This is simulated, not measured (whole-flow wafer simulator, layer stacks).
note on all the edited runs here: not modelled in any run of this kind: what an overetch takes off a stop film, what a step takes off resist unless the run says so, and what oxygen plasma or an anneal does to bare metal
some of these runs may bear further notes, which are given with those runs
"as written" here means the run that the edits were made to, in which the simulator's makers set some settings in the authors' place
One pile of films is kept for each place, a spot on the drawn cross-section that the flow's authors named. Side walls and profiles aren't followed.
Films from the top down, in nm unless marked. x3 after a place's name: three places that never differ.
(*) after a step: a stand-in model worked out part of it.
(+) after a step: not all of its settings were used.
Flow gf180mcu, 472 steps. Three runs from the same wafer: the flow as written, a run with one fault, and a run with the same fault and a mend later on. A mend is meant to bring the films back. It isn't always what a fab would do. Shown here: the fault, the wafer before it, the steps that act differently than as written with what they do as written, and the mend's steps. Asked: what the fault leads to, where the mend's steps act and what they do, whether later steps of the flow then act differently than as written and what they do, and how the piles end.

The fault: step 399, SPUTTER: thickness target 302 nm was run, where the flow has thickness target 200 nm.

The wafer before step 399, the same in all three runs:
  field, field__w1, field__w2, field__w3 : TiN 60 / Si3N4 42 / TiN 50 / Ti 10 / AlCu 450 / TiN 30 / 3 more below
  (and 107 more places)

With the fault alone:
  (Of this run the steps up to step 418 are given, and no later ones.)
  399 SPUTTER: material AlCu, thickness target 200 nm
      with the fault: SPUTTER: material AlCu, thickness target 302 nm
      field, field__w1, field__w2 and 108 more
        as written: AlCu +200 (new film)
        with the fault: AlCu +302 (new film)
  Later steps of the flow that act differently than as written (2 more steps differ only slightly, by at most 2% or 0.5 nm, whichever is larger, and aren't shown):
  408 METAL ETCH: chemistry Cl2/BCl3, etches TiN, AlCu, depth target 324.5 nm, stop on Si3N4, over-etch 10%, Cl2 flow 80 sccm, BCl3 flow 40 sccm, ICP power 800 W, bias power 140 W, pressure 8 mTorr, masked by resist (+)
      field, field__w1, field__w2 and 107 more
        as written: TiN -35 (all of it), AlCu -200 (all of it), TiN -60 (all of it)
        with the fault: TiN -35 (all of it), AlCu -289.5
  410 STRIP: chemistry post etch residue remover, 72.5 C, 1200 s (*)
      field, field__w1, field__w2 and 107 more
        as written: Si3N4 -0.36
        with the fault: AlCu -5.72
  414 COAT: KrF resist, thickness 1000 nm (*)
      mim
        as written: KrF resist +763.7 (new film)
        with the fault: KrF resist +737.4 (new film)
  After step 418 the piles differ from the flow's by more than 2% or 0.5 nm, whichever is larger, at field, field__w1, field__w2 and 109 more.
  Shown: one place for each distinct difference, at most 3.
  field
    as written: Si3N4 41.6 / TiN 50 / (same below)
    with the fault: AlCu 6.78 / TiN 60 / Si3N4 42 / TiN 50 / (same below)
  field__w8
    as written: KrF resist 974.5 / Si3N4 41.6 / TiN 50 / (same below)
    with the fault: KrF resist 974.5 / AlCu 6.78 / TiN 60 / Si3N4 42 / TiN 50 / (same below)
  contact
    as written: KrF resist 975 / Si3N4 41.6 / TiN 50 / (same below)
    with the fault: KrF resist 975 / AlCu 6.78 / TiN 60 / Si3N4 42 / TiN 50 / (same below)

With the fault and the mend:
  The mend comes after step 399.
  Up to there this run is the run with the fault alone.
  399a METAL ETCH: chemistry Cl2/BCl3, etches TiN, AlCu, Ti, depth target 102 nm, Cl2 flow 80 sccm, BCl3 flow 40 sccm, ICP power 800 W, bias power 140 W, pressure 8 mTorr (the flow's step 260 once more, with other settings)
      field, field__w1, field__w2 and 108 more
        AlCu -102
  No later step of the flow acts differently than as written at any place that is followed.
  At the end the piles are the same as the flow's at every place that both follow.
